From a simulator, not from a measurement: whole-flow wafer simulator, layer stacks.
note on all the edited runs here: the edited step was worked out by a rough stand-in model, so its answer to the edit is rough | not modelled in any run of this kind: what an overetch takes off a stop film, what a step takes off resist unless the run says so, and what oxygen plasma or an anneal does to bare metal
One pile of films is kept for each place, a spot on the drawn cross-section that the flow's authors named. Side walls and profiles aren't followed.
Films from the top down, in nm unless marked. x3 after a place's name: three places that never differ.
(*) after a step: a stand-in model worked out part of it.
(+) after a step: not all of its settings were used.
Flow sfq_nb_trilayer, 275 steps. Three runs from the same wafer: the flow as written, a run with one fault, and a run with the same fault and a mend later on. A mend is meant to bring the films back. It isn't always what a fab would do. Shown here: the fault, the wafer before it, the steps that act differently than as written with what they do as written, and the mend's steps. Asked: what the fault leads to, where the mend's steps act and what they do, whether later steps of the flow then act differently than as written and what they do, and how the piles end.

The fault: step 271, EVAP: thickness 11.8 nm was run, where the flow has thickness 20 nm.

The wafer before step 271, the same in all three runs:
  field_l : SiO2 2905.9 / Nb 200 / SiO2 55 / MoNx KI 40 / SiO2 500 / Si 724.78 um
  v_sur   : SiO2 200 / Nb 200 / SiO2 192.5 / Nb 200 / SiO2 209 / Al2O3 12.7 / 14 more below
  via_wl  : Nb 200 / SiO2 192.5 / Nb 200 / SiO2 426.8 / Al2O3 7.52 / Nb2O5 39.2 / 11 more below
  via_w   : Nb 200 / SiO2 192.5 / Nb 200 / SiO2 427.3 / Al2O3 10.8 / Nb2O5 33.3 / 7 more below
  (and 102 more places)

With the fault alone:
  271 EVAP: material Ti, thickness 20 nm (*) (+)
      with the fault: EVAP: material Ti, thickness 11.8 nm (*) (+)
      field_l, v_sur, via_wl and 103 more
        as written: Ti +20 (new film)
        with the fault: Ti +11.8 (new film)
  Later steps of the flow that act differently than as written:
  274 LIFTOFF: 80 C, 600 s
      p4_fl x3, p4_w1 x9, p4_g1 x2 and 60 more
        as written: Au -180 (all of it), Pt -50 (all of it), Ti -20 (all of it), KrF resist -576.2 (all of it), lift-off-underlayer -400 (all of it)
        with the fault: Au -180 (all of it), Pt -50 (all of it), Ti -11.8 (all of it), KrF resist -576.2 (all of it), lift-off-underlayer -400 (all of it)
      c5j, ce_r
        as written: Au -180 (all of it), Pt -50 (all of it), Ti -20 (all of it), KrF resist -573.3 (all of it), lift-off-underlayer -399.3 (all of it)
        with the fault: Au -180 (all of it), Pt -50 (all of it), Ti -11.8 (all of it), KrF resist -573.3 (all of it), lift-off-underlayer -399.3 (all of it)
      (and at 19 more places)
  At the end the piles differ from the flow's by more than 2% or 0.5 nm, whichever is larger, at field_l, v_sur, via_wl and 8 more.
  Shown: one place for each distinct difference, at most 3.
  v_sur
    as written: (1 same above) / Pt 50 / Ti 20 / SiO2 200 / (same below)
    with the fault: (1 same above) / Pt 50 / Ti 11.8 / SiO2 200 / (same below)
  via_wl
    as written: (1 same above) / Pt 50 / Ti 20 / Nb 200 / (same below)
    with the fault: (1 same above) / Pt 50 / Ti 11.8 / Nb 200 / (same below)
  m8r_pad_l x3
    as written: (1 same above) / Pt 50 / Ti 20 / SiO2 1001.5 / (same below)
    with the fault: (1 same above) / Pt 50 / Ti 11.8 / SiO2 1001.5 / (same below)

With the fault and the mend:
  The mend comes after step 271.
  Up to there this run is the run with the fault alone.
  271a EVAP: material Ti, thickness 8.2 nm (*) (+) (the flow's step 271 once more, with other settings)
      field_l, v_sur, via_wl and 103 more
        Ti +8.2
  No later step of the flow acts differently than as written at any place that is followed.
  At the end the piles are the same as the flow's at every place that both follow.
